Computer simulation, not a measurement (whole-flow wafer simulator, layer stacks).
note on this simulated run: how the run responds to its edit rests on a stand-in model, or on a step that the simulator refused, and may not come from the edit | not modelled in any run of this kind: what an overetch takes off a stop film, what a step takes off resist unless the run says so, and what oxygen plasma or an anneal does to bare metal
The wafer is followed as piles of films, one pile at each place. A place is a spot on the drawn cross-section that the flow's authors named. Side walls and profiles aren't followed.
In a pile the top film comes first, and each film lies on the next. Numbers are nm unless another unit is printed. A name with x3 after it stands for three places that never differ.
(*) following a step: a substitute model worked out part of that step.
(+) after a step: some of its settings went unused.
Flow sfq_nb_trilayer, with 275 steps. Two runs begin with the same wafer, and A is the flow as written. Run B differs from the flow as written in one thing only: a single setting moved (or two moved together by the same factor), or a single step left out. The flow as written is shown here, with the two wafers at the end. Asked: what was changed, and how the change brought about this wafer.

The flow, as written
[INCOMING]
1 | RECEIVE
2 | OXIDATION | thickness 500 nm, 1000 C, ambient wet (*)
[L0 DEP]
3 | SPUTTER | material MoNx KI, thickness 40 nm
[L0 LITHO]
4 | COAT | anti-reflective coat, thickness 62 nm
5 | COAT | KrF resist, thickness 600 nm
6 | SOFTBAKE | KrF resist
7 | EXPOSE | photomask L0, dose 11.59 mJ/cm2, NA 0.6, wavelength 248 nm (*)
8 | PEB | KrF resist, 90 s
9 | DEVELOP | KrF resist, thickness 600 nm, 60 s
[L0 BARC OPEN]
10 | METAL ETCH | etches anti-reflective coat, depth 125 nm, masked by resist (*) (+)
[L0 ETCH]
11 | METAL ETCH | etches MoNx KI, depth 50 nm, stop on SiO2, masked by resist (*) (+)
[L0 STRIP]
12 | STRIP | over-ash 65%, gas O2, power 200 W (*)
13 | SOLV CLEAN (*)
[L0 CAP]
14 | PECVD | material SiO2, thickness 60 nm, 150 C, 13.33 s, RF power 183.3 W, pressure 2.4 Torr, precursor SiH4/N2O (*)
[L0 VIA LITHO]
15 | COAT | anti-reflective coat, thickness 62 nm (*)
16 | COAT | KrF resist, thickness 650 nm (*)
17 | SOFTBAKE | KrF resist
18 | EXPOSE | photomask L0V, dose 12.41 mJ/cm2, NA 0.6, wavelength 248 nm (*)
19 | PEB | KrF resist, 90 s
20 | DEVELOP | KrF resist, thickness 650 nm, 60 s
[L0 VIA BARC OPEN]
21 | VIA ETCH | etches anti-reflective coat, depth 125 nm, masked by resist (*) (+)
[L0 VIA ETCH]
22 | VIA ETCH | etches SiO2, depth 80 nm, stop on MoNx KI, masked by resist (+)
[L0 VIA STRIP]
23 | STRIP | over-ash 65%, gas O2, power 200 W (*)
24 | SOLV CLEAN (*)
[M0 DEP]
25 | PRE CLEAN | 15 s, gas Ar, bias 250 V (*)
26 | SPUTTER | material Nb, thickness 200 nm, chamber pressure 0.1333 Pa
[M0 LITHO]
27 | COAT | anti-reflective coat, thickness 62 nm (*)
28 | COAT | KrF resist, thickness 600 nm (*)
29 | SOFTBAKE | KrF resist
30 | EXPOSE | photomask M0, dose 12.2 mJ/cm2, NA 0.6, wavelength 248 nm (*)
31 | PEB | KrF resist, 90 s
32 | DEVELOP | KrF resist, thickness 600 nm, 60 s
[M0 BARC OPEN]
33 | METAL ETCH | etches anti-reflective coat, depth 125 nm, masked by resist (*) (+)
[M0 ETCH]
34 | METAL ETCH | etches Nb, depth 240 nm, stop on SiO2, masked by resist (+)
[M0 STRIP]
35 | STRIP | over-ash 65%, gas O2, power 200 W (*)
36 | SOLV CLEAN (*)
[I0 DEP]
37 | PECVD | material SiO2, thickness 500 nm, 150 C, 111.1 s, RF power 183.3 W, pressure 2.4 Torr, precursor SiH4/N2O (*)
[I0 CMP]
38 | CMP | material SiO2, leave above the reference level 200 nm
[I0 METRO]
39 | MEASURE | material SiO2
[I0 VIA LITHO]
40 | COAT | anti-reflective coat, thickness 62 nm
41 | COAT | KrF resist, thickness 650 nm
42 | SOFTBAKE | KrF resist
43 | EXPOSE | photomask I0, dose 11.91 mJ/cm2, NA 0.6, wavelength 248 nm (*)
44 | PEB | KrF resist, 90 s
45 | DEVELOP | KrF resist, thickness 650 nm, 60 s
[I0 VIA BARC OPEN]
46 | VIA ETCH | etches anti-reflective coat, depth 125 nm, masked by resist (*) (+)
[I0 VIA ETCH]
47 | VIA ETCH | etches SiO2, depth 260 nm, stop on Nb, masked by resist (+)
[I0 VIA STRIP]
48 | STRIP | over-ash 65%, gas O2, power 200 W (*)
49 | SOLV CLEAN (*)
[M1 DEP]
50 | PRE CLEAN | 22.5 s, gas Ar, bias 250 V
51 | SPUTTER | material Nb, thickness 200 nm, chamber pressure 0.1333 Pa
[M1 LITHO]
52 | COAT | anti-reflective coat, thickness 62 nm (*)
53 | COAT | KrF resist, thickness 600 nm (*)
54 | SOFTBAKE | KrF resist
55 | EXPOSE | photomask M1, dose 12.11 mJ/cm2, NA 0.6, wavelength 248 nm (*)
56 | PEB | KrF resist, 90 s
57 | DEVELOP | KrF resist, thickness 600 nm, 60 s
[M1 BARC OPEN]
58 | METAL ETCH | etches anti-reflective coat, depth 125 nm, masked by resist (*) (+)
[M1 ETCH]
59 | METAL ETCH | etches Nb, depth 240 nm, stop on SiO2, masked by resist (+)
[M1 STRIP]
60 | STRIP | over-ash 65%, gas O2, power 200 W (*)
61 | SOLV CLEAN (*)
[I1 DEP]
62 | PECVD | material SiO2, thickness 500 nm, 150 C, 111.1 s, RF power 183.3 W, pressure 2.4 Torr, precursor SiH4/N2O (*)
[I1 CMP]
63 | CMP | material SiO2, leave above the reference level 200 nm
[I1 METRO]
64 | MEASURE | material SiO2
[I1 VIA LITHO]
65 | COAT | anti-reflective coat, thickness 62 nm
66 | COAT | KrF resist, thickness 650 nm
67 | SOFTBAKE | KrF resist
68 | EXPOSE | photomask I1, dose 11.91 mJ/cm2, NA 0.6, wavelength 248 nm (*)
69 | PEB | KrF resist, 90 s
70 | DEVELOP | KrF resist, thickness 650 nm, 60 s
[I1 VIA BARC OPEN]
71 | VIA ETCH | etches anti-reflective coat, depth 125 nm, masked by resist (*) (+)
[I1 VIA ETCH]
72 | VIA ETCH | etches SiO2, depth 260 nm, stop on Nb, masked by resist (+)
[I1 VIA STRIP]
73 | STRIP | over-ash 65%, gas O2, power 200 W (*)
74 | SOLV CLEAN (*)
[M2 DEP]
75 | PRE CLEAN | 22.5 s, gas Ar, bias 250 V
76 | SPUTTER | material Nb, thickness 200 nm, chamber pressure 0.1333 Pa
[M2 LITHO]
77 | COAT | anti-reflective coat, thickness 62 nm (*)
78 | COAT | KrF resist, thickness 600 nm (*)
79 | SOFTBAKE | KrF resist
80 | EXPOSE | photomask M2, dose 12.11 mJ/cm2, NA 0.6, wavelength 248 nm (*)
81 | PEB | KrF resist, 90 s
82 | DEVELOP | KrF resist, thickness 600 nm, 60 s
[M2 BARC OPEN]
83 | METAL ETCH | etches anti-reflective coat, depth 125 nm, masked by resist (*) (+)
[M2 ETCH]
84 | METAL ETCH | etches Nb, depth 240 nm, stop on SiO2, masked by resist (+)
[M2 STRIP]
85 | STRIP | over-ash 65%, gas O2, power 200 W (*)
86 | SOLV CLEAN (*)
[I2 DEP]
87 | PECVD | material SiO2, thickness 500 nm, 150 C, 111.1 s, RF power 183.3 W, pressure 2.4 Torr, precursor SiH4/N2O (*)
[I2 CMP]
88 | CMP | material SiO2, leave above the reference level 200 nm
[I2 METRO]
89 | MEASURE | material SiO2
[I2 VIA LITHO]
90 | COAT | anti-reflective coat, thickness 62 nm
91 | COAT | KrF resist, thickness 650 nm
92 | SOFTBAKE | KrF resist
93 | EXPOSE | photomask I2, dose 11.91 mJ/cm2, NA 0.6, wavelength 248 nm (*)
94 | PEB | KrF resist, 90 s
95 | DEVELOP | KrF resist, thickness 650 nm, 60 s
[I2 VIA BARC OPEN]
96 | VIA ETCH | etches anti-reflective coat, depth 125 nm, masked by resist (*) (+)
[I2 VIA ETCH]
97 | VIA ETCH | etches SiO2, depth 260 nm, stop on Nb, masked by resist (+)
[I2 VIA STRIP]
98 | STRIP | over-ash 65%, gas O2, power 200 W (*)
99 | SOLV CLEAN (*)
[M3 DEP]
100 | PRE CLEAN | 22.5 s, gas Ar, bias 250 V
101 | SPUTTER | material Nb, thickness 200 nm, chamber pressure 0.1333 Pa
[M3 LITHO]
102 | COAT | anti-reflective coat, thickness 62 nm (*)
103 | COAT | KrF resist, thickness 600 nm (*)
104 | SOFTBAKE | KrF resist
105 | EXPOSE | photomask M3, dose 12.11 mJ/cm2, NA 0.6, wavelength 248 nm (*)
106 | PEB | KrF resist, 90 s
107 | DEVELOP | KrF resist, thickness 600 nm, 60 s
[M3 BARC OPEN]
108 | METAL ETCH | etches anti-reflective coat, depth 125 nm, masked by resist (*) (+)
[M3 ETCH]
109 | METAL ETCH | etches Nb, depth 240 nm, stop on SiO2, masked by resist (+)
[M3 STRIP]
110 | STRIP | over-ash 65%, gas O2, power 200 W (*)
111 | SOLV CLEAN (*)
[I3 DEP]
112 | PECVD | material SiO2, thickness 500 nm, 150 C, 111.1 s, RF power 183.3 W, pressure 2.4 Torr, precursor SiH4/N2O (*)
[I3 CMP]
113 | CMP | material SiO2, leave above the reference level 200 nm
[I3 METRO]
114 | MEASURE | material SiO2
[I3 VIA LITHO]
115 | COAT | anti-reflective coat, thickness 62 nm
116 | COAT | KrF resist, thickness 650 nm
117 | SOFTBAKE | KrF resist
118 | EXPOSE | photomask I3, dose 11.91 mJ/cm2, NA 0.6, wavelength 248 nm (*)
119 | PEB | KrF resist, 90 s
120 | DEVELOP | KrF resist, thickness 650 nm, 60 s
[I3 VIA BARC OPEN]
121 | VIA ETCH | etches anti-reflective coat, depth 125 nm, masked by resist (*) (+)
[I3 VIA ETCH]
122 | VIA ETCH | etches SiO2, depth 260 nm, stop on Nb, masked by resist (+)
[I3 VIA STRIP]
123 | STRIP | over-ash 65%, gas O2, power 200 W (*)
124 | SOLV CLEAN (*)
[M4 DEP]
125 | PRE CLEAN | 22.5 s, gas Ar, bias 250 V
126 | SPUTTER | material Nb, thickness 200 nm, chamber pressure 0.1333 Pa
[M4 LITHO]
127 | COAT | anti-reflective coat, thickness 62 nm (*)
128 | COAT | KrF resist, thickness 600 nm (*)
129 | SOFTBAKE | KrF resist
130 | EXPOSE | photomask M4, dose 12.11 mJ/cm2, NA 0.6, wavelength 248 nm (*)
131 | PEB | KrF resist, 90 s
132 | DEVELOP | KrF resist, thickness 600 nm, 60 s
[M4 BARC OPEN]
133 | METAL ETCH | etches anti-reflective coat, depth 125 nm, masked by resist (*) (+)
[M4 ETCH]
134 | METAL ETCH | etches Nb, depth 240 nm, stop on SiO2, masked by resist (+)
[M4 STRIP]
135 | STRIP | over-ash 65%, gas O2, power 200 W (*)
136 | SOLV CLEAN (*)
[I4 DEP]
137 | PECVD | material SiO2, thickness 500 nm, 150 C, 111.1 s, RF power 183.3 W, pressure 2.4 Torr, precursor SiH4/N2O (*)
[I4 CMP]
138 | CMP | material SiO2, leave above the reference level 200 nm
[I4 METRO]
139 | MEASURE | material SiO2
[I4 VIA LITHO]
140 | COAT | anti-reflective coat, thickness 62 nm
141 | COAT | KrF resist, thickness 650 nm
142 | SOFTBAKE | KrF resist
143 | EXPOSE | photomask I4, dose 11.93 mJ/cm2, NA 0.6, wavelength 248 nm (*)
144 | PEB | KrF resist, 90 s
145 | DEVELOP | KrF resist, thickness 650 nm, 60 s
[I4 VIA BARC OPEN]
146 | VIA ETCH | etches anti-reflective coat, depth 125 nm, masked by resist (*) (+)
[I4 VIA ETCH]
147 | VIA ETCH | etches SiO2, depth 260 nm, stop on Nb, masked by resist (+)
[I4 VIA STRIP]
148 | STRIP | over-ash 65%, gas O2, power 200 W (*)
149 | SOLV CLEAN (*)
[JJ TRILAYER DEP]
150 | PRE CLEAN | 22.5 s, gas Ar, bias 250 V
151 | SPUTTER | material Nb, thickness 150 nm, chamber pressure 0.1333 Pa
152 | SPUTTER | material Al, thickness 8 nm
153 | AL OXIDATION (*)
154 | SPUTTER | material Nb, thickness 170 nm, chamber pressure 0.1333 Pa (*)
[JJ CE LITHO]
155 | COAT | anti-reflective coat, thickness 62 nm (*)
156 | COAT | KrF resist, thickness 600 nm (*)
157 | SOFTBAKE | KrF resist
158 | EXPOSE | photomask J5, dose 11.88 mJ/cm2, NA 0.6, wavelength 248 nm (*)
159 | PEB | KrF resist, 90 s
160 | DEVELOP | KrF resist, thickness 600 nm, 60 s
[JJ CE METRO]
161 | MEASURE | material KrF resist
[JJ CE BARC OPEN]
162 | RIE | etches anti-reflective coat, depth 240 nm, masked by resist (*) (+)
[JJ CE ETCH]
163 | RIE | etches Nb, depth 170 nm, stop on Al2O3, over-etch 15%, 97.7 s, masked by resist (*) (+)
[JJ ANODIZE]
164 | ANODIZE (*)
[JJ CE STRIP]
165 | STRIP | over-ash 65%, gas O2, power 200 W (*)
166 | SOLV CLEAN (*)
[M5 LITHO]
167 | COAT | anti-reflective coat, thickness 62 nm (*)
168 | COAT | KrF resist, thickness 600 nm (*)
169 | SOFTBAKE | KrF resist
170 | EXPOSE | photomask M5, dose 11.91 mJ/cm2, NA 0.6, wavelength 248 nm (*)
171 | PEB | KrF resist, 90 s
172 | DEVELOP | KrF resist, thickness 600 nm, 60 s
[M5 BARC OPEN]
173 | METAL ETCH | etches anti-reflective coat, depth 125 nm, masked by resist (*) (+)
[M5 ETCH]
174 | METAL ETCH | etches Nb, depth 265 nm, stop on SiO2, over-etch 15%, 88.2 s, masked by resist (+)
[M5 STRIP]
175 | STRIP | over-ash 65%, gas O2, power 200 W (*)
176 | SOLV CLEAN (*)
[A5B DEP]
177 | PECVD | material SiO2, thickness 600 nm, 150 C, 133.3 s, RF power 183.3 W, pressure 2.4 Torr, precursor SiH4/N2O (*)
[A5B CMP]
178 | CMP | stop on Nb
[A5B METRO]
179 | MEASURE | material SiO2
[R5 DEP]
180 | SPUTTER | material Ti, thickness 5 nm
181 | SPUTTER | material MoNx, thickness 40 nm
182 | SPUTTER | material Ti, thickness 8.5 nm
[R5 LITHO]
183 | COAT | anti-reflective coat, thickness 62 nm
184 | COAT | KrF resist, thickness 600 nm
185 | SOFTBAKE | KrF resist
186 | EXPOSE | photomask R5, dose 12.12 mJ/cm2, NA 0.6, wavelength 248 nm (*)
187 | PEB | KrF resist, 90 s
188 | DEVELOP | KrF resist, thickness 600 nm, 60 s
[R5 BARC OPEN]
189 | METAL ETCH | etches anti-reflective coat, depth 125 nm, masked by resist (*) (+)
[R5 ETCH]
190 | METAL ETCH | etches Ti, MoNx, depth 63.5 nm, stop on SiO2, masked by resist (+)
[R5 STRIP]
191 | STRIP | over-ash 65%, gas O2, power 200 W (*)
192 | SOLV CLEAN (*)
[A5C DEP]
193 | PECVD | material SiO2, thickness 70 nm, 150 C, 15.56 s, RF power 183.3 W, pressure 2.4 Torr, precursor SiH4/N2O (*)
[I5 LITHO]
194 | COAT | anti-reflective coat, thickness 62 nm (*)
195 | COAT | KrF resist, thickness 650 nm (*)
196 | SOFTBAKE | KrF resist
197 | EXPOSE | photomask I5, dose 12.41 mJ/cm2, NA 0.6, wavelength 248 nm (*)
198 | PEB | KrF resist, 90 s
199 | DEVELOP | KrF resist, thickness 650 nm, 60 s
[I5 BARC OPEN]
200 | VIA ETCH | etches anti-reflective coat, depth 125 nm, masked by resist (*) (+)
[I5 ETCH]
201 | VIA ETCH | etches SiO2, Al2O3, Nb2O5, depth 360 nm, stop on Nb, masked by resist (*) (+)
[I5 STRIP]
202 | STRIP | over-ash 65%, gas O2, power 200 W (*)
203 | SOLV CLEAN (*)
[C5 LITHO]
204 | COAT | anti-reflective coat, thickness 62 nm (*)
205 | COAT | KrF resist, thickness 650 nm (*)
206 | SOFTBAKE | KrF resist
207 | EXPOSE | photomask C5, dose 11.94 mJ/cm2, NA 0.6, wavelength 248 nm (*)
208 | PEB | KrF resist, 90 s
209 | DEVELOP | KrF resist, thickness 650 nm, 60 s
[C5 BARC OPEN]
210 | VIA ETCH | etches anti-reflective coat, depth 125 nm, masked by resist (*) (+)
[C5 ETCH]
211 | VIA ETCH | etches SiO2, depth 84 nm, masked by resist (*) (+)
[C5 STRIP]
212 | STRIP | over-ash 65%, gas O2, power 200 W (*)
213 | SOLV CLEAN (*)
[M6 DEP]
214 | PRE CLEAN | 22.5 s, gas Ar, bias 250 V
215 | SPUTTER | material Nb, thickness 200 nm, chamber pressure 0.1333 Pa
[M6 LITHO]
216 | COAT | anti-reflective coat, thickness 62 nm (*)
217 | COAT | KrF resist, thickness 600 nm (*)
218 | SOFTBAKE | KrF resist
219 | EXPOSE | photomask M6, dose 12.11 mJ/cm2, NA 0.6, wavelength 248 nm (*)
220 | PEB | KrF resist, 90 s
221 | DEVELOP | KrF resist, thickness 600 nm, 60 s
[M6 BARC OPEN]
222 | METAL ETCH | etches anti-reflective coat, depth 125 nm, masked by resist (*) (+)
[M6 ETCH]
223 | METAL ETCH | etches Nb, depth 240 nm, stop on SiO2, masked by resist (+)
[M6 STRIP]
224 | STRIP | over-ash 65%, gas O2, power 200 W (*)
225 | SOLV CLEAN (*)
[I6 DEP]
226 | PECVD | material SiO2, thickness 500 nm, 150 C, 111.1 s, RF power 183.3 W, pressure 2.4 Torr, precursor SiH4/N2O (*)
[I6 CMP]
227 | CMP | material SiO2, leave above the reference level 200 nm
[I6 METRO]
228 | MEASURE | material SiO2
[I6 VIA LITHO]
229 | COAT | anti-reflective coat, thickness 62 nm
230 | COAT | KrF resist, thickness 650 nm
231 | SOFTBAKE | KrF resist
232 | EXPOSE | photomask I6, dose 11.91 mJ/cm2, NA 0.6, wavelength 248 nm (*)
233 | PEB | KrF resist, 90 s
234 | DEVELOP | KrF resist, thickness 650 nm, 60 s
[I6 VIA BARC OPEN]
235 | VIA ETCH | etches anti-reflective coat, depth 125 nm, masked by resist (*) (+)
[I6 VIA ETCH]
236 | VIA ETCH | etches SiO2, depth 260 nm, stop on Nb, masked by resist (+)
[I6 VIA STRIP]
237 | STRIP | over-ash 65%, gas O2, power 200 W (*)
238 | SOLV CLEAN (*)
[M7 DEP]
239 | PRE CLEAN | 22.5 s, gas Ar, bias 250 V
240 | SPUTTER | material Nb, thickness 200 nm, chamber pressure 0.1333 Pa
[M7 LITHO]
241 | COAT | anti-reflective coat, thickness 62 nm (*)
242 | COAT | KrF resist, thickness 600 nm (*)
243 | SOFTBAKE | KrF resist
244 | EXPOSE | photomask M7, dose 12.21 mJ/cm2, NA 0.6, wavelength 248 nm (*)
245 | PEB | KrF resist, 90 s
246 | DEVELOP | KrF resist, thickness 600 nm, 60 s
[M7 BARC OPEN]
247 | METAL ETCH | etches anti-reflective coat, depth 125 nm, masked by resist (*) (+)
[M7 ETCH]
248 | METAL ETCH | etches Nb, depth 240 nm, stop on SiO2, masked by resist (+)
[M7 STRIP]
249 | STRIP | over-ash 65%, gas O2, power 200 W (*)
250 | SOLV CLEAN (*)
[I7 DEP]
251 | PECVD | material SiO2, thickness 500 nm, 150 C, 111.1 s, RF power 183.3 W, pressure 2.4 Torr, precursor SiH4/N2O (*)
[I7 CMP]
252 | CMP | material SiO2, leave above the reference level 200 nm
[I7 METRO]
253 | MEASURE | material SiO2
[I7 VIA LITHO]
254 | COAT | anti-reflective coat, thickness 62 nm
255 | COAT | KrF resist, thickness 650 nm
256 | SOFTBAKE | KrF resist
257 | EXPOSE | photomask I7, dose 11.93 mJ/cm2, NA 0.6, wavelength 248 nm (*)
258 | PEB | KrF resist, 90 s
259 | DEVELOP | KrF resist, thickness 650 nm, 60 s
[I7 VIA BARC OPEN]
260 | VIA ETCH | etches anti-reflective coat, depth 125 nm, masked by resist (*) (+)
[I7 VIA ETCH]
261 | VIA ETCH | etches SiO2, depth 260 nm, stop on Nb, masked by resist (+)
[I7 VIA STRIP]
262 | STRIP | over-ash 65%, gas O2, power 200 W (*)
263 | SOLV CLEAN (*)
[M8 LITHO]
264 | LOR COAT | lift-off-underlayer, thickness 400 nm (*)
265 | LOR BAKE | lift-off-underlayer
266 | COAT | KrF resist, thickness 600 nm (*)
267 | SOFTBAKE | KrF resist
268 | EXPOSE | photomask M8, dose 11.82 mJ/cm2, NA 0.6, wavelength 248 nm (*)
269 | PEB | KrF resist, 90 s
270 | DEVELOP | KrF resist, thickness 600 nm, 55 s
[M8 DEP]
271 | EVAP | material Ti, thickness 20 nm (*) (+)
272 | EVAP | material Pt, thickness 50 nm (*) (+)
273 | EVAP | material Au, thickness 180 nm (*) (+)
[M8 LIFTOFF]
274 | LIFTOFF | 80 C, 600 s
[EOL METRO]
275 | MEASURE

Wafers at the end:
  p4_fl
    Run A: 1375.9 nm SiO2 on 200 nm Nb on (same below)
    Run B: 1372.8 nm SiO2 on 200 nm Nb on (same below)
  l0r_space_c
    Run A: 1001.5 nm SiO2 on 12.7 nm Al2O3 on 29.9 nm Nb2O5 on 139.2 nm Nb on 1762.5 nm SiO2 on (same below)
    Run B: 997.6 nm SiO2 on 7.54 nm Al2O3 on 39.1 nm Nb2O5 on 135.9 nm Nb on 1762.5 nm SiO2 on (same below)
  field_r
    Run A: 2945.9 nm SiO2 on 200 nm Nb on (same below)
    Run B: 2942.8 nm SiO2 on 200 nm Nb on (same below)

Cause: step 152, SPUTTER: thickness 4.88 nm was run, whereas the flow has thickness 8 nm.

The path from the change to this, step by step:
  152 | SPUTTER | material Al, thickness 8 nm
      field_l, v_sur, via_sp and 100 more: A +8 Al (new film) | B +4.88 Al (new film)
      via_wl, via_wr: A +5.14 Al (new film) | B +3.13 Al (new film)
      (and at 1 other place as well)
  164 | ANODIZE (*)
      field_l, v_sur, via_sp and 96 more: A +12.2 Al2O3, +29.9 Nb2O5 (new film), -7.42 Al (all of it), -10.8 Nb | B +7.09 Al2O3, +39.1 Nb2O5 (new film), -4.3 Al (all of it), -14.1 Nb
      via_wl, via_wr: A +7.52 Al2O3 (new film), +39.2 Nb2O5 (new film), -4.56 Al (all of it), -14.1 Nb | B +4.21 Al2O3 (new film), +45.1 Nb2O5 (new film), -2.55 Al (all of it), -16.2 Nb
      (and at 1 other place as well)
  174 | METAL ETCH | etches Nb, depth 265 nm, stop on SiO2, over-etch 15%, 88.2 s, masked by resist (+)
      field_l, r_sur, res and 50 more: A -12.6 Al2O3 (all of it), -29.9 Nb2O5 (all of it), -139.2 Nb (all of it), -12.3 SiO2 | B -7.48 Al2O3 (all of it), -39.1 Nb2O5 (all of it), -135.9 Nb (all of it), -12.2 SiO2
  201 | VIA ETCH | etches SiO2, Al2O3, Nb2O5, depth 360 nm, stop on Nb, masked by resist (*) (+)
      be: A -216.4 SiO2 (all of it), -12.7 Al2O3 (all of it), -29.9 Nb2O5 (all of it) | B -212.5 SiO2 (all of it), -7.54 Al2O3 (all of it), -39.1 Nb2O5 (all of it)
